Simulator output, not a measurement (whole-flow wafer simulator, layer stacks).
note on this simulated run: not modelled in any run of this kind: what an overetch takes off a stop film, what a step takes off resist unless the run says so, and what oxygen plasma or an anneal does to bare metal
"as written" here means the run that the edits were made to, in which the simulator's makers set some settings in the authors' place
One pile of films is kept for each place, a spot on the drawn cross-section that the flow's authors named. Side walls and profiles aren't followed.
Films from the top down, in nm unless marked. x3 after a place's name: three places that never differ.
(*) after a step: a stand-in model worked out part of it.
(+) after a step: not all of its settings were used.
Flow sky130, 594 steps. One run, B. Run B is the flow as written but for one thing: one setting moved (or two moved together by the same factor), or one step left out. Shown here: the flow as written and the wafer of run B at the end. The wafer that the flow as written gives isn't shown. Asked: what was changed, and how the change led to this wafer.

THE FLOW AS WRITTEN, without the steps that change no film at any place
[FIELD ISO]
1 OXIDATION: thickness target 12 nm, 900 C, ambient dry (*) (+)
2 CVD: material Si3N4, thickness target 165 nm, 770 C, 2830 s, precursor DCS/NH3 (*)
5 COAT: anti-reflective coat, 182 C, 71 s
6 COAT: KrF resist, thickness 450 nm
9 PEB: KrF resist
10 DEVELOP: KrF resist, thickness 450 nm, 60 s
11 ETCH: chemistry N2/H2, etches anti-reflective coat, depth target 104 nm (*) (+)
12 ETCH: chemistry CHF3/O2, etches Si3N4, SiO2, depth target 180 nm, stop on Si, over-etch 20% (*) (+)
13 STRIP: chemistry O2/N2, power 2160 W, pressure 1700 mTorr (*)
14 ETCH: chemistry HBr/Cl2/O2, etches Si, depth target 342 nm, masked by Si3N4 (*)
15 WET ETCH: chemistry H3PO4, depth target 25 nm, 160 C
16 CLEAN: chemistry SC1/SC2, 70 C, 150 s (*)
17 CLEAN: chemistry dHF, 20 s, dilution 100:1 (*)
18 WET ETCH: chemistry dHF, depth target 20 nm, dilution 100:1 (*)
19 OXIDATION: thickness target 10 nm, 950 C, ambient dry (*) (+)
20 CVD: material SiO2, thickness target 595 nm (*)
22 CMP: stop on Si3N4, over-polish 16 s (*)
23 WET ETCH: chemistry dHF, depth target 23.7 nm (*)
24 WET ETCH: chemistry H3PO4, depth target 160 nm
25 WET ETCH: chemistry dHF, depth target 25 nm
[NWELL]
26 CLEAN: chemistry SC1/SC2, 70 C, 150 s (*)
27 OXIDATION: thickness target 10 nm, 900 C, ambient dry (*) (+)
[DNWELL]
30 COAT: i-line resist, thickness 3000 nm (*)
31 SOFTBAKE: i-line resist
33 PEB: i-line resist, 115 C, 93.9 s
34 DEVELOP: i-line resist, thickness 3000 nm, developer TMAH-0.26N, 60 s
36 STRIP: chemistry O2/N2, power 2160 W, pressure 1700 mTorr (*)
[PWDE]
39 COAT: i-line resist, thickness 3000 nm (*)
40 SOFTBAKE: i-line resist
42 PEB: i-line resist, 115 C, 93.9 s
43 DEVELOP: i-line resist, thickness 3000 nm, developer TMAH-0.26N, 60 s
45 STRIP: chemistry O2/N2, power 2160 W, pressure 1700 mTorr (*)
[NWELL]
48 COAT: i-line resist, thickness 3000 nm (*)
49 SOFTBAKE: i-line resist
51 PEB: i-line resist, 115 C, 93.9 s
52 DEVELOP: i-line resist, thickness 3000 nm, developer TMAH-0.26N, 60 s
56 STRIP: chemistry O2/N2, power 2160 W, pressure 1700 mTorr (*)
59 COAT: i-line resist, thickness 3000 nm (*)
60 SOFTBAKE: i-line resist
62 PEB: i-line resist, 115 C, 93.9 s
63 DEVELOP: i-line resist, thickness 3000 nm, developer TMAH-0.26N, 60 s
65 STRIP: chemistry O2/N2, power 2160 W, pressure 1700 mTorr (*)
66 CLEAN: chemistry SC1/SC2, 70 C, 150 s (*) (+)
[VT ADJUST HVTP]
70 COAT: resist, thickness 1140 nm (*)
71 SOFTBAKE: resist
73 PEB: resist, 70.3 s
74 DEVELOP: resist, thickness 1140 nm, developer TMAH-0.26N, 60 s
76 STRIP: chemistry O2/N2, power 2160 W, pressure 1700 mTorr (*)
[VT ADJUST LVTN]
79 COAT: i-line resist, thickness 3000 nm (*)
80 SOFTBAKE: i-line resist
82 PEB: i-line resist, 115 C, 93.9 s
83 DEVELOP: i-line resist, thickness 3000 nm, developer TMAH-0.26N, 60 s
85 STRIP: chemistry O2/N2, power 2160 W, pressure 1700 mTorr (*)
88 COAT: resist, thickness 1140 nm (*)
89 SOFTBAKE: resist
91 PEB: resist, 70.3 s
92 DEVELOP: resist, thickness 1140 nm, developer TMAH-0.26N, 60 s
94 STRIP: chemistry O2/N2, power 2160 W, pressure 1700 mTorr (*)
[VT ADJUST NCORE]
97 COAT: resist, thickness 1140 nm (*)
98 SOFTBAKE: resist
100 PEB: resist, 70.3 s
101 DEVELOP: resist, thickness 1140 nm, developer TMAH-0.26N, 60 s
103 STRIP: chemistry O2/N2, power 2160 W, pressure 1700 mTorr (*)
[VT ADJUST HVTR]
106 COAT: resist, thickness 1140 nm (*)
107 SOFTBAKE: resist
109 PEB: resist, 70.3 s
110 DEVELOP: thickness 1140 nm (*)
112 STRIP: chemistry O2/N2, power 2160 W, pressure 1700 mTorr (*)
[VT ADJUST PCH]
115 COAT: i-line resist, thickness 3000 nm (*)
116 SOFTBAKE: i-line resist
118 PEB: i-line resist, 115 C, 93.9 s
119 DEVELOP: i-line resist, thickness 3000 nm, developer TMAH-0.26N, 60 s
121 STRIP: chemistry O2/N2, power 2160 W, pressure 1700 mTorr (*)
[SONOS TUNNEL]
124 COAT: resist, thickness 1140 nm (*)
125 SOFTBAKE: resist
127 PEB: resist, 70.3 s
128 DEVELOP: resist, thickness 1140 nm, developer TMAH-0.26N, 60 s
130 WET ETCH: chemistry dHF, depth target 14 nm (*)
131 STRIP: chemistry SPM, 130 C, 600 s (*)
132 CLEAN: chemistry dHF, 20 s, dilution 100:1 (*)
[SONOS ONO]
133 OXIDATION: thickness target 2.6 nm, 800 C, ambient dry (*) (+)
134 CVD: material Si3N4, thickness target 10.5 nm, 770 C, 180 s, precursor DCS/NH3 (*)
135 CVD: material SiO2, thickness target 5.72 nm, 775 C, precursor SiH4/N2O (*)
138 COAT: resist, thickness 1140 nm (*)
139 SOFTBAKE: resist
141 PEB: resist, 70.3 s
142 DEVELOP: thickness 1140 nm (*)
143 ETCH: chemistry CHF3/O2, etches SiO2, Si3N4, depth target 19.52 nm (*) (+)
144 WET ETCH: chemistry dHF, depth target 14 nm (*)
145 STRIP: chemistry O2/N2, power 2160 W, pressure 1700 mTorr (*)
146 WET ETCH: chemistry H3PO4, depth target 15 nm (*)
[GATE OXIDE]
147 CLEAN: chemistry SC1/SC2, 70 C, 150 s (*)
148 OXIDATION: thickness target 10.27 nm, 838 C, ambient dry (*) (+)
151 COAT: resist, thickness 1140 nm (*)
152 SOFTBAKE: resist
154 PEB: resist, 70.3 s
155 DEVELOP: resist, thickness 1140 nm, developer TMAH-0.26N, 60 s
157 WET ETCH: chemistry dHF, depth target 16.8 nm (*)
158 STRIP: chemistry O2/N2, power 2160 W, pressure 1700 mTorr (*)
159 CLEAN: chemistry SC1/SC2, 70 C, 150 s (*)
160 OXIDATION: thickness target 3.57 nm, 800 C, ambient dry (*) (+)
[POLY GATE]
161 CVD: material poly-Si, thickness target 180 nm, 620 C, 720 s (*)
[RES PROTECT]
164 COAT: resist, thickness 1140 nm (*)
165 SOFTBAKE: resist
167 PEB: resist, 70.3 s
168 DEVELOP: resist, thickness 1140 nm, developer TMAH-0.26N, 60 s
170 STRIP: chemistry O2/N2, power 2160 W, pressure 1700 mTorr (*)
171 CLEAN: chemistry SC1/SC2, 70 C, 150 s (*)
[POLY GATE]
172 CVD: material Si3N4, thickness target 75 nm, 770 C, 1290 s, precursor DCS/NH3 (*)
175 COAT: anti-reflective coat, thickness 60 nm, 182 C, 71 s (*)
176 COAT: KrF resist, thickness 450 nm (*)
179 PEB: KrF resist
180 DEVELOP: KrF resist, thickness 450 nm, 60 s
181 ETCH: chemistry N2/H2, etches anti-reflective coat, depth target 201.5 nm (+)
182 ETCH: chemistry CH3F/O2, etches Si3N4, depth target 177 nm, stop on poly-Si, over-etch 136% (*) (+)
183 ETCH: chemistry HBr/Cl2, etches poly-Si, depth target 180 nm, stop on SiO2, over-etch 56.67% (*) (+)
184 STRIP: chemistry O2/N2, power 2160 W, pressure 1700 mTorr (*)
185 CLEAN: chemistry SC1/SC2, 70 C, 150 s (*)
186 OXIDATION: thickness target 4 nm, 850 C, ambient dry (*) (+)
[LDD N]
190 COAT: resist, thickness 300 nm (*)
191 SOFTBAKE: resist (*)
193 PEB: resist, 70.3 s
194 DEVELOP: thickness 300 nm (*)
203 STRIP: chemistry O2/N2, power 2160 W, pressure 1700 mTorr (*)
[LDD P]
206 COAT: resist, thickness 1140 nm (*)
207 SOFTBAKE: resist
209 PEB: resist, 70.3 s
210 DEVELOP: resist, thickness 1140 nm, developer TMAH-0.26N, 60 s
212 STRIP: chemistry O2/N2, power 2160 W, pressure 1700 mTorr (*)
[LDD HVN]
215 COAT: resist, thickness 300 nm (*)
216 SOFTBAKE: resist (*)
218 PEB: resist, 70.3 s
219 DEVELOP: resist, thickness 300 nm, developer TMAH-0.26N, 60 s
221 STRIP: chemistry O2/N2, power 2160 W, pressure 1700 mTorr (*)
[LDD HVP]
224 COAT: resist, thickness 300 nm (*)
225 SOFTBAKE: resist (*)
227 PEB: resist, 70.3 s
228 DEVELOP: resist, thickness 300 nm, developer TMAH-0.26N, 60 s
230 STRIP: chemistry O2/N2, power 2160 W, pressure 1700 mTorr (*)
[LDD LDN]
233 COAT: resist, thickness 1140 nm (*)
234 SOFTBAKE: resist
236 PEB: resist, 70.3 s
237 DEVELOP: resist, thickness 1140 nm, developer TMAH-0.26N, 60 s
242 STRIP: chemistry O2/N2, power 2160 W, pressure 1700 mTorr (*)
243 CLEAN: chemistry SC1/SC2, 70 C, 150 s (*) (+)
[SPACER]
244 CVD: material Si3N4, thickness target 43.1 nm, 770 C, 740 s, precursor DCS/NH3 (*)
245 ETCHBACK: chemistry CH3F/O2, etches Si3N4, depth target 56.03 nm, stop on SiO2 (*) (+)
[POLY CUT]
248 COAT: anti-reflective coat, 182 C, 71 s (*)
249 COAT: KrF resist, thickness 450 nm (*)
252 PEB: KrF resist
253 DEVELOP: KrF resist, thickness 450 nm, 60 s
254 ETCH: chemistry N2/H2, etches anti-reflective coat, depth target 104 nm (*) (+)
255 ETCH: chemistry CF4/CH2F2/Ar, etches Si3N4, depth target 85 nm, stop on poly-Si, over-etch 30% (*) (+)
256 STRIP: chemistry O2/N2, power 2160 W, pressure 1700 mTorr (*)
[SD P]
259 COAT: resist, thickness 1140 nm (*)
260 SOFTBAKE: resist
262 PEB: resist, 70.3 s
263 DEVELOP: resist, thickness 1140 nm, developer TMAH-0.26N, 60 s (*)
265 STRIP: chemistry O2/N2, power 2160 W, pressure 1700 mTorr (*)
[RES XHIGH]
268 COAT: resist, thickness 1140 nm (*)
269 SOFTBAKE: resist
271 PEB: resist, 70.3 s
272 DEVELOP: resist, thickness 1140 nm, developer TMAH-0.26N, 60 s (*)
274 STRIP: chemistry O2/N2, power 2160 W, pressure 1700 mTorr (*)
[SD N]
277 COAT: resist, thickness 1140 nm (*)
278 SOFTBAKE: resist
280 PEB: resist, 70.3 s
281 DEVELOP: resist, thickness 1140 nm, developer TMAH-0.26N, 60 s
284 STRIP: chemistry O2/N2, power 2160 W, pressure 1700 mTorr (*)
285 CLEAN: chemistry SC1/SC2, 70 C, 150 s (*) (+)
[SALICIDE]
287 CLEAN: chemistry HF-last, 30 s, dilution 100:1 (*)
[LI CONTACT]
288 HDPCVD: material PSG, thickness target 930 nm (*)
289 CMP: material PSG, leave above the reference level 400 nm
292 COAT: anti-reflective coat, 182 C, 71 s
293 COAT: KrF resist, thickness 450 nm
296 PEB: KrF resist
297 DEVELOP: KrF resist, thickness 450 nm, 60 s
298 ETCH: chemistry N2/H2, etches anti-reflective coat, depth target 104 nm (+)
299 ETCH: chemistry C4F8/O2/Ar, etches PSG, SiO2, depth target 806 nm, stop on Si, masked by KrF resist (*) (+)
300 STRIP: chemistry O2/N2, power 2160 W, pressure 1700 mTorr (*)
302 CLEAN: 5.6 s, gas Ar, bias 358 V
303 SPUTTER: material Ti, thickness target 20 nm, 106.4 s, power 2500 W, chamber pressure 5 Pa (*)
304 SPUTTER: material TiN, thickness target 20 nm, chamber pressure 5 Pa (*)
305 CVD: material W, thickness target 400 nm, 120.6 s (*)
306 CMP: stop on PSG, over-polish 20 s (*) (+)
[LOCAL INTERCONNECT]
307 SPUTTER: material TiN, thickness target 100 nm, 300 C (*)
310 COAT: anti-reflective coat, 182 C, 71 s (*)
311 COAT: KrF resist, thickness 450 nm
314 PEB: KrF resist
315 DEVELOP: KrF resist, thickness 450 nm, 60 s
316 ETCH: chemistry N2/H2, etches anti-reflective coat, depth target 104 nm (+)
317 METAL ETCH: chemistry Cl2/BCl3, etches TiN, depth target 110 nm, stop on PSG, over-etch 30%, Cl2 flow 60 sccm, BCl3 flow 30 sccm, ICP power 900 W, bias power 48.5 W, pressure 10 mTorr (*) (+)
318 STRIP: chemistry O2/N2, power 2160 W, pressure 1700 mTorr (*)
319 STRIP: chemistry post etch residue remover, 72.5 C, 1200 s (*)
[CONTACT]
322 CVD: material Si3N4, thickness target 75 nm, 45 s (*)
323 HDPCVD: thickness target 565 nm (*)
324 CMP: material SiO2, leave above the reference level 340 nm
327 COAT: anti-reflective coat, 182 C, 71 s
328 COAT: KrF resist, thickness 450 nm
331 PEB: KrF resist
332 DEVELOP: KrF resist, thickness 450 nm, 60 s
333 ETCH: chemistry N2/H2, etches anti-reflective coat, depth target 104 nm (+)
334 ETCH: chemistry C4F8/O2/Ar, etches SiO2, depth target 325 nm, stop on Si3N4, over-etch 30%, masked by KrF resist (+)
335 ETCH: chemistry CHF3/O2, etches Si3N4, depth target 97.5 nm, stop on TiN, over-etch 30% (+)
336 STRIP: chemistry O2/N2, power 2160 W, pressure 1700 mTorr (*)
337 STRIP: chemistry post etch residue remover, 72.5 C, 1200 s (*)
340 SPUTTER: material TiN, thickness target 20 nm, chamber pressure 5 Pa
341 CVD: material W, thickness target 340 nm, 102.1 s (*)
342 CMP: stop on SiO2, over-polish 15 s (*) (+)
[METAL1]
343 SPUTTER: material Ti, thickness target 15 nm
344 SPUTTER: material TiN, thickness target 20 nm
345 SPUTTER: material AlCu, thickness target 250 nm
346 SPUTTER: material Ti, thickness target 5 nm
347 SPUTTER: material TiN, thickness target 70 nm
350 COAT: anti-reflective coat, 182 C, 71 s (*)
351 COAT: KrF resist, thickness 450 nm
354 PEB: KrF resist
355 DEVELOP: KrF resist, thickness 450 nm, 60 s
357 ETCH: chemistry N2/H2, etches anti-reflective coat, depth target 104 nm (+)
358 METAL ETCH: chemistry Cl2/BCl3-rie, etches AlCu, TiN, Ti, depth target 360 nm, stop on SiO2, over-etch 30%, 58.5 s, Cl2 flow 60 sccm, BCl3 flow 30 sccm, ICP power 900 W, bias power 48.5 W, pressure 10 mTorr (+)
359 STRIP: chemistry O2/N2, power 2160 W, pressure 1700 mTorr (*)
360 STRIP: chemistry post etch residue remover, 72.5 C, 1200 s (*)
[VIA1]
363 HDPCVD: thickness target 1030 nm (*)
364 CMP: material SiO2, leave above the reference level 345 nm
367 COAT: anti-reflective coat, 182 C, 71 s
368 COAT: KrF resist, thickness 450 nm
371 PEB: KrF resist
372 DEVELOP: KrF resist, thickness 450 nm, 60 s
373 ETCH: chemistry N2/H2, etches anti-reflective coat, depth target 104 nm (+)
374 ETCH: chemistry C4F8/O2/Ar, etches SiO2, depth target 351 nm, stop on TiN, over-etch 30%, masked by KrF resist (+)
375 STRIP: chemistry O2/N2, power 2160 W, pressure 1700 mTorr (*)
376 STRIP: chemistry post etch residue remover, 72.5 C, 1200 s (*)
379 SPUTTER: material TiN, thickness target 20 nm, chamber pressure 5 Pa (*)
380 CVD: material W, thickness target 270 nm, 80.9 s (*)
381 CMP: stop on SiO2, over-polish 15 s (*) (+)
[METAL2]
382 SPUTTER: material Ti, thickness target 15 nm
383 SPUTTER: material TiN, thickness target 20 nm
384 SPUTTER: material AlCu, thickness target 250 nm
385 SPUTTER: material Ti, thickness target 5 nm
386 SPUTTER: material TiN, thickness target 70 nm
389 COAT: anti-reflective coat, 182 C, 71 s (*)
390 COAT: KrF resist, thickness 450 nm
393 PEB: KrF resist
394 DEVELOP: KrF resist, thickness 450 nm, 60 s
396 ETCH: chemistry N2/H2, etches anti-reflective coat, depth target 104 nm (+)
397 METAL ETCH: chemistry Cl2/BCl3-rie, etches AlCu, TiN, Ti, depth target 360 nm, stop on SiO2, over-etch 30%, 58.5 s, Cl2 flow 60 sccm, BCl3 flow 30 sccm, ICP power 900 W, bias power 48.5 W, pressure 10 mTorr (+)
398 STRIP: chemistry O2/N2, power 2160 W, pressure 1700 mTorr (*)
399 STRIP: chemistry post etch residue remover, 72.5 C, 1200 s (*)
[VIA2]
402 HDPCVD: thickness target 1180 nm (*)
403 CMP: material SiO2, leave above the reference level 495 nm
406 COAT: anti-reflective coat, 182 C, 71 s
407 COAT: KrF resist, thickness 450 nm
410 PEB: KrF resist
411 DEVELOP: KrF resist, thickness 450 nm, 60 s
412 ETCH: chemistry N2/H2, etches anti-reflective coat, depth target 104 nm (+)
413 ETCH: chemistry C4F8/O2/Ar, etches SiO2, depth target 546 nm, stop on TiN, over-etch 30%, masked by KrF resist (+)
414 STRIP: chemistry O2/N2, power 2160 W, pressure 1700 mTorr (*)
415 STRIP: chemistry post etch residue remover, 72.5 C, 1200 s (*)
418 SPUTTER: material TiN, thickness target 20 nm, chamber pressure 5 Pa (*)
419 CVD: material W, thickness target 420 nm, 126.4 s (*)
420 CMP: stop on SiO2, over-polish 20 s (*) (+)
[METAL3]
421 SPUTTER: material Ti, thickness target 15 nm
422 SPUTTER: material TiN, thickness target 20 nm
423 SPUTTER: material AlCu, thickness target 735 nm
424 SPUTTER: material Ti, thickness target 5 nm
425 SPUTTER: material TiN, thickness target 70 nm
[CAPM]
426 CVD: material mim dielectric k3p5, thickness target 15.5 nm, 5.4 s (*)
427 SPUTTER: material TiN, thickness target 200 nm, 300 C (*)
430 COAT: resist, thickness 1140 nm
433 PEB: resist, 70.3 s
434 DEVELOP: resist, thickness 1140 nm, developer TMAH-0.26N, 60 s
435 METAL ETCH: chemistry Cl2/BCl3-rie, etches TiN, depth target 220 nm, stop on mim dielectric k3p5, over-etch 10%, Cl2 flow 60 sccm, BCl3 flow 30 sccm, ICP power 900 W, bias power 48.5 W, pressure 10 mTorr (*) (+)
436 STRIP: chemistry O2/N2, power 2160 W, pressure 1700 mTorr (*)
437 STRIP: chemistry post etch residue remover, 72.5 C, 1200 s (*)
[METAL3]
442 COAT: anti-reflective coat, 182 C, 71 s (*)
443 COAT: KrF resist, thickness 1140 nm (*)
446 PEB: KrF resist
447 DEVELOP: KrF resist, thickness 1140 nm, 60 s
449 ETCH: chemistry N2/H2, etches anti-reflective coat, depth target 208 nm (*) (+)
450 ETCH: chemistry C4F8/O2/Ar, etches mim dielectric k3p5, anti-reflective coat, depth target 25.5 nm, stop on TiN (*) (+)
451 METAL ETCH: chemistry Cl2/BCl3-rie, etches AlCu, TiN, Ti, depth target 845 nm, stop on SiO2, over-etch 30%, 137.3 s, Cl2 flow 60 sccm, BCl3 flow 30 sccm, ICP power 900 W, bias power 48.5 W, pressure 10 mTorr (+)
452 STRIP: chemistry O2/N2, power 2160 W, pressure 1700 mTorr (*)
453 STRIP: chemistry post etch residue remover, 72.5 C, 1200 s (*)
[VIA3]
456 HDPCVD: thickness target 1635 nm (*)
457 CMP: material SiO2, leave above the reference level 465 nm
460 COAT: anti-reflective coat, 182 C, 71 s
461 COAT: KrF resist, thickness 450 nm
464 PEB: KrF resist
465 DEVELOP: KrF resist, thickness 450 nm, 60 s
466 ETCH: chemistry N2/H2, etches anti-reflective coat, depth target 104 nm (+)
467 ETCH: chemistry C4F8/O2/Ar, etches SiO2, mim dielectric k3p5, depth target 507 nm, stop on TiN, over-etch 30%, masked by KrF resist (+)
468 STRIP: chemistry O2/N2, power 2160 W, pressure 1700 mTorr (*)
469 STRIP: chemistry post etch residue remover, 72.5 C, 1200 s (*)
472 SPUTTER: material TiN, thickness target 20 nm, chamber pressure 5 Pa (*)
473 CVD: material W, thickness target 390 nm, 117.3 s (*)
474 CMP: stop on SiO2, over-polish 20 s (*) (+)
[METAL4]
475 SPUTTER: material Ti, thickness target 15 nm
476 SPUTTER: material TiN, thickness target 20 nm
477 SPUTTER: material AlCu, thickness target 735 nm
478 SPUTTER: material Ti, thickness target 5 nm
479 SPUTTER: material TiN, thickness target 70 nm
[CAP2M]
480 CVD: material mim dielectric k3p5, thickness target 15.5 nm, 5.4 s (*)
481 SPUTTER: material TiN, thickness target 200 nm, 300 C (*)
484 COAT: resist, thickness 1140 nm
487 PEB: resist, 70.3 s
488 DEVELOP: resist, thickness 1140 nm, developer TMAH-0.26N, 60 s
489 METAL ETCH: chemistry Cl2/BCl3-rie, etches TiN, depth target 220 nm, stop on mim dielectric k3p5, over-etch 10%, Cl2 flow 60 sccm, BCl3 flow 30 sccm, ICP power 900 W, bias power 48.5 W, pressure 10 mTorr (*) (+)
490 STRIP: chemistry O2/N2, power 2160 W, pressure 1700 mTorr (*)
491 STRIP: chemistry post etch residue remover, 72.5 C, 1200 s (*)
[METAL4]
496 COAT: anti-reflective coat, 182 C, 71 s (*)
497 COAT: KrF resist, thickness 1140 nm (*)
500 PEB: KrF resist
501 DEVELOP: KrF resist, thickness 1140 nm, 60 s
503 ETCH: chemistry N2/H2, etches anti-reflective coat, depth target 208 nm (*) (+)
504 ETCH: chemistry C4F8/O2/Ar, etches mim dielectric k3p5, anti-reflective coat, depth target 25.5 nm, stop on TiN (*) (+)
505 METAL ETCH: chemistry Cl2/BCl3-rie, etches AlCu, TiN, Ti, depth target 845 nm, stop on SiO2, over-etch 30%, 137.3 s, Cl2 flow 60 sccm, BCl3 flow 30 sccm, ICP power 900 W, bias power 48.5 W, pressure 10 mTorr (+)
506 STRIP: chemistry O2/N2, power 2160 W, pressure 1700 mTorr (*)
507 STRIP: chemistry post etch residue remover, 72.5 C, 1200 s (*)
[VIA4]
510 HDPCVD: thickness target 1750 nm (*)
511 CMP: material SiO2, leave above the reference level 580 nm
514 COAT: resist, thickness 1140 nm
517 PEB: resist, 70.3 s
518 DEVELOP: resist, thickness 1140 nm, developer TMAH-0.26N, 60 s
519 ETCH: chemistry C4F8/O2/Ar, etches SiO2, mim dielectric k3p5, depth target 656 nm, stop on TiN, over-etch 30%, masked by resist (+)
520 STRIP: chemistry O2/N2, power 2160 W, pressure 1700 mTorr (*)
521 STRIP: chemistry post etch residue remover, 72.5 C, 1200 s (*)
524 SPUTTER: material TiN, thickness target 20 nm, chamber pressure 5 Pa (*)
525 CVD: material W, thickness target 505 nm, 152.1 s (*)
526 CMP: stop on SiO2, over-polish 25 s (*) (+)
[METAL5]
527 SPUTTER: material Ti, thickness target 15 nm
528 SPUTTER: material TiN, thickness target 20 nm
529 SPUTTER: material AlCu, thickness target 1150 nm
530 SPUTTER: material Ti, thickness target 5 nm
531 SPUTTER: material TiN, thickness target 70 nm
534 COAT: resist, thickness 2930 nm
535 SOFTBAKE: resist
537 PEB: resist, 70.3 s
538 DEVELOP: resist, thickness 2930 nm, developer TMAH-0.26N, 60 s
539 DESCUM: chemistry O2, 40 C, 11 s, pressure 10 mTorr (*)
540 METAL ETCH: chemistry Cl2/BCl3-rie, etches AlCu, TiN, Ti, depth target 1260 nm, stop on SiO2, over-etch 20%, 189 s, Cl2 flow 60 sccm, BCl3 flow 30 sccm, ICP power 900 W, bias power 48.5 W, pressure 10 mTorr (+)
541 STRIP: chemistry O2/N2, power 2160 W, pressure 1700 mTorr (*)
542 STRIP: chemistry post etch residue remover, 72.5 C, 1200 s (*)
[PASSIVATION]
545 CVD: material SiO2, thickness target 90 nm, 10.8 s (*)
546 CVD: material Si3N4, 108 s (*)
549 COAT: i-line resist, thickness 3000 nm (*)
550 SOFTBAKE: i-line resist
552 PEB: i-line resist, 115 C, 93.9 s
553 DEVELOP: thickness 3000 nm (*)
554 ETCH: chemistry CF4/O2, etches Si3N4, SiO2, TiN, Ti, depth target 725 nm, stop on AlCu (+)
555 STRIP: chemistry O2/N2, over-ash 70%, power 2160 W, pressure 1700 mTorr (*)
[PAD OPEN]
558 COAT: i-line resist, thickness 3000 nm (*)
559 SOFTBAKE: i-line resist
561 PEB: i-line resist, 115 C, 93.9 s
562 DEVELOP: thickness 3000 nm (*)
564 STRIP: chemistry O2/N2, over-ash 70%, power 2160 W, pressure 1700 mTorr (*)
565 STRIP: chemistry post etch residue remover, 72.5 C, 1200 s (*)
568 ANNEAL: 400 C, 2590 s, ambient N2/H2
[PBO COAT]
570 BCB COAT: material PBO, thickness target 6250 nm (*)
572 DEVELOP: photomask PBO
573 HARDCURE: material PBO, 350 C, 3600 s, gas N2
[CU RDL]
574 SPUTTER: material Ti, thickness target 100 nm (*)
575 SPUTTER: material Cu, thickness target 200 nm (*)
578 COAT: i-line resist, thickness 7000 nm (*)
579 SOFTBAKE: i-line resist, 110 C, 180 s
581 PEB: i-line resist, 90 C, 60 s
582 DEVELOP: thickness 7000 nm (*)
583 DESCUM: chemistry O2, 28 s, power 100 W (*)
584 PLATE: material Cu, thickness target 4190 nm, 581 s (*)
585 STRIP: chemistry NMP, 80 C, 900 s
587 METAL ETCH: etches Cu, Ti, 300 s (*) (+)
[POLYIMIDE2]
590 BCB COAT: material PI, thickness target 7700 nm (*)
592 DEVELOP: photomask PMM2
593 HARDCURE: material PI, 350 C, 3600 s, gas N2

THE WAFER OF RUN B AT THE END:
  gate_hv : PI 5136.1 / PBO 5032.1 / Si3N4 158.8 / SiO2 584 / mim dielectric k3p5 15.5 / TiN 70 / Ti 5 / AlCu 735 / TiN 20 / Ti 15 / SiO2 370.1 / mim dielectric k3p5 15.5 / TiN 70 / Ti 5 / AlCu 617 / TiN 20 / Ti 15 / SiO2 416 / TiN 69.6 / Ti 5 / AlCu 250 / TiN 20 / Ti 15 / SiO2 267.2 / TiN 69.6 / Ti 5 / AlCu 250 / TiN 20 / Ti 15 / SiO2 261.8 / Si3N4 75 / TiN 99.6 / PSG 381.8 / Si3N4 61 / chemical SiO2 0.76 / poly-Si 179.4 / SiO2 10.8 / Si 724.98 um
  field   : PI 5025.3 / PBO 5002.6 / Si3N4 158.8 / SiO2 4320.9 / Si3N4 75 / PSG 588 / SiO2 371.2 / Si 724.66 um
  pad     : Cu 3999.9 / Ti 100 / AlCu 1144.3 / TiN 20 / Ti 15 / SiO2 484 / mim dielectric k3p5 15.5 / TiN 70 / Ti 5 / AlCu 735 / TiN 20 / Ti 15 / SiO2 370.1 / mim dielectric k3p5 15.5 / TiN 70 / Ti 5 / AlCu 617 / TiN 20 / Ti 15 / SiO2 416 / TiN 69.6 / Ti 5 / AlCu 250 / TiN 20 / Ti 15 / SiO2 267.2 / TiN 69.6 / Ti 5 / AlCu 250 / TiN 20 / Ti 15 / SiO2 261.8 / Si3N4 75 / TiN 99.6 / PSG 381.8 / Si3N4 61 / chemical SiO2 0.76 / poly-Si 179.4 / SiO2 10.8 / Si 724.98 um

The cause: step 423, SPUTTER: thickness target 617 nm was run, where the flow has thickness target 735 nm.
It can be read off the wafer: gate_hv has AlCu 617, and step 423 as written asks for 735 nm.

How the change led to this, step by step:
  423 SPUTTER: material AlCu, thickness target 735 nm
      field, active, n_well and 188 more: AlCu +617 (new film) (as written it would be: AlCu +735 (new film))
  451 METAL ETCH: chemistry Cl2/BCl3-rie, etches AlCu, TiN, Ti, depth target 845 nm, stop on SiO2, over-etch 30%, 137.3 s, Cl2 flow 60 sccm, BCl3 flow 30 sccm, ICP power 900 W, bias power 48.5 W, pressure 10 mTorr (+)
      field, gate, spacer and 61 more: TiN -70 (all of it), Ti -5 (all of it), AlCu -617 (all of it), TiN -20 (all of it), Ti -15 (all of it), SiO2 -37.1 (as written it would be: TiN -70 (all of it), Ti -5 (all of it), AlCu -735 (all of it), TiN -20 (all of it), Ti -15 (all of it), SiO2 -25.4)
      vpp_ln, vpp_iso2, ndiff_ln, ndiff_cd, via1_hole, via1_enc, via_li1, m2_ln_cd: TiN -70 (all of it), Ti -5 (all of it), AlCu -617 (all of it), TiN -20 (all of it), Ti -15 (all of it), SiO2 -37.1 (as written it would be: TiN -70 (all of it), Ti -5 (all of it), AlCu -735 (all of it), TiN -20 (all of it), Ti -15 (all of it), SiO2 -25.3)
      (and at 13 more places)
  457 CMP: material SiO2, leave above the reference level 465 nm
      field, active, gate and 82 more: SiO2 -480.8 (as written it would be: SiO2 -374.7)
